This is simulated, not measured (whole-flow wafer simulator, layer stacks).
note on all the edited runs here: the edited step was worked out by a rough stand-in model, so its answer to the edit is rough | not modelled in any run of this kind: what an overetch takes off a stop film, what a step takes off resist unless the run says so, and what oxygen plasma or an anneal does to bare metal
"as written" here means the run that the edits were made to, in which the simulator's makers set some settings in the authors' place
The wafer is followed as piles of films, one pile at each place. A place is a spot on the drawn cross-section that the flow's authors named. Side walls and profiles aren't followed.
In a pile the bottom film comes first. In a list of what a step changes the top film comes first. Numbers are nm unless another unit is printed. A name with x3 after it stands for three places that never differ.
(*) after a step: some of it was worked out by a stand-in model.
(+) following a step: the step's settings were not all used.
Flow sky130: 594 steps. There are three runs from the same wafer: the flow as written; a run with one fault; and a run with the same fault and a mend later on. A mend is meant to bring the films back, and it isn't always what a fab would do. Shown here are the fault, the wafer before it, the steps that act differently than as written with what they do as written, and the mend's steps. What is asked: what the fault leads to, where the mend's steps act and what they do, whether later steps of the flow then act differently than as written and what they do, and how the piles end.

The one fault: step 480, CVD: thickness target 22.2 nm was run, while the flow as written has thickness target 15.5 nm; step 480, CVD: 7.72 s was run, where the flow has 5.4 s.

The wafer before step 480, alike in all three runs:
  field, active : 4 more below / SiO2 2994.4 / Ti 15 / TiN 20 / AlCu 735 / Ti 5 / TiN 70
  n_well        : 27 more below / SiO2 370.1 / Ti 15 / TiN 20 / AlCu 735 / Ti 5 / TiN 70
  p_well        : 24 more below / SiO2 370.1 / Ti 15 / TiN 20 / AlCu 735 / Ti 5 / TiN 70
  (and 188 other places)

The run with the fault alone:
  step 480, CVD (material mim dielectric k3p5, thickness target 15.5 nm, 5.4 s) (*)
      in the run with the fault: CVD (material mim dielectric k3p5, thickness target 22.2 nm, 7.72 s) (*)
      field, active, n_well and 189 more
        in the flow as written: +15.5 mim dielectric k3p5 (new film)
        in the run with the fault: +22.2 mim dielectric k3p5 (new film)
  Steps further on in the flow that do not act as written (6 other steps are not shown; they differ only slightly, by no more than 2% or 0.5 nm, whichever is larger):
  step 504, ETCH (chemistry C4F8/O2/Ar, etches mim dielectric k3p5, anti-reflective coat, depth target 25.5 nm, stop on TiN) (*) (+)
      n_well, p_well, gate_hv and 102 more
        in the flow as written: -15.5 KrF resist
        in the run with the fault: -17 KrF resist
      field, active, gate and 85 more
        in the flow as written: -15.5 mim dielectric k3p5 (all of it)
        in the run with the fault: -22.2 mim dielectric k3p5 (all of it)
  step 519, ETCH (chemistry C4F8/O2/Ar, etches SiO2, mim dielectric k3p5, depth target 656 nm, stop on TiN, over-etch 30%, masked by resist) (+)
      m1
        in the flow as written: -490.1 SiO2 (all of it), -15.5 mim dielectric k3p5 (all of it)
        in the run with the fault: -483.4 SiO2 (all of it), -22.2 mim dielectric k3p5 (all of it)
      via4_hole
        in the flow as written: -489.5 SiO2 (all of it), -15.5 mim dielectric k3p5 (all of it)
        in the run with the fault: -482.8 SiO2 (all of it), -22.2 mim dielectric k3p5 (all of it)
  At n_well, p_well, gate_hv and 100 more, the piles at the end differ from the flow's by more than 2% or 0.5 nm, whichever is larger.
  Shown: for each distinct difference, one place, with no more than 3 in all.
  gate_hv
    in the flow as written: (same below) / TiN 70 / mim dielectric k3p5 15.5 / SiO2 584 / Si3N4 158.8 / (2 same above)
    in the run with the fault: (same below) / TiN 70 / mim dielectric k3p5 22.2 / SiO2 577.3 / Si3N4 158.8 / (2 same above)
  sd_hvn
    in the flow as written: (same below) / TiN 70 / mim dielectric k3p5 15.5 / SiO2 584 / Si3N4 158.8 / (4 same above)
    in the run with the fault: (same below) / TiN 70 / mim dielectric k3p5 22.2 / SiO2 577.3 / Si3N4 158.8 / (4 same above)
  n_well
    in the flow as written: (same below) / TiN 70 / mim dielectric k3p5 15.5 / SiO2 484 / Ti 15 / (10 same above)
    in the run with the fault: (same below) / TiN 70 / mim dielectric k3p5 22.2 / SiO2 477.3 / Ti 15 / (10 same above)

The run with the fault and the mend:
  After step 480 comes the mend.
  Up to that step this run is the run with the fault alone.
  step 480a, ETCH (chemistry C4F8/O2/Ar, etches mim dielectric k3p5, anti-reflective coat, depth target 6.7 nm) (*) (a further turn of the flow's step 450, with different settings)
      field, active, n_well and 189 more
        -6.7 mim dielectric k3p5
  Later steps of the flow that are run all act as written at every place that is followed.
  By the end, the piles equal the flow's at every place that both follow.
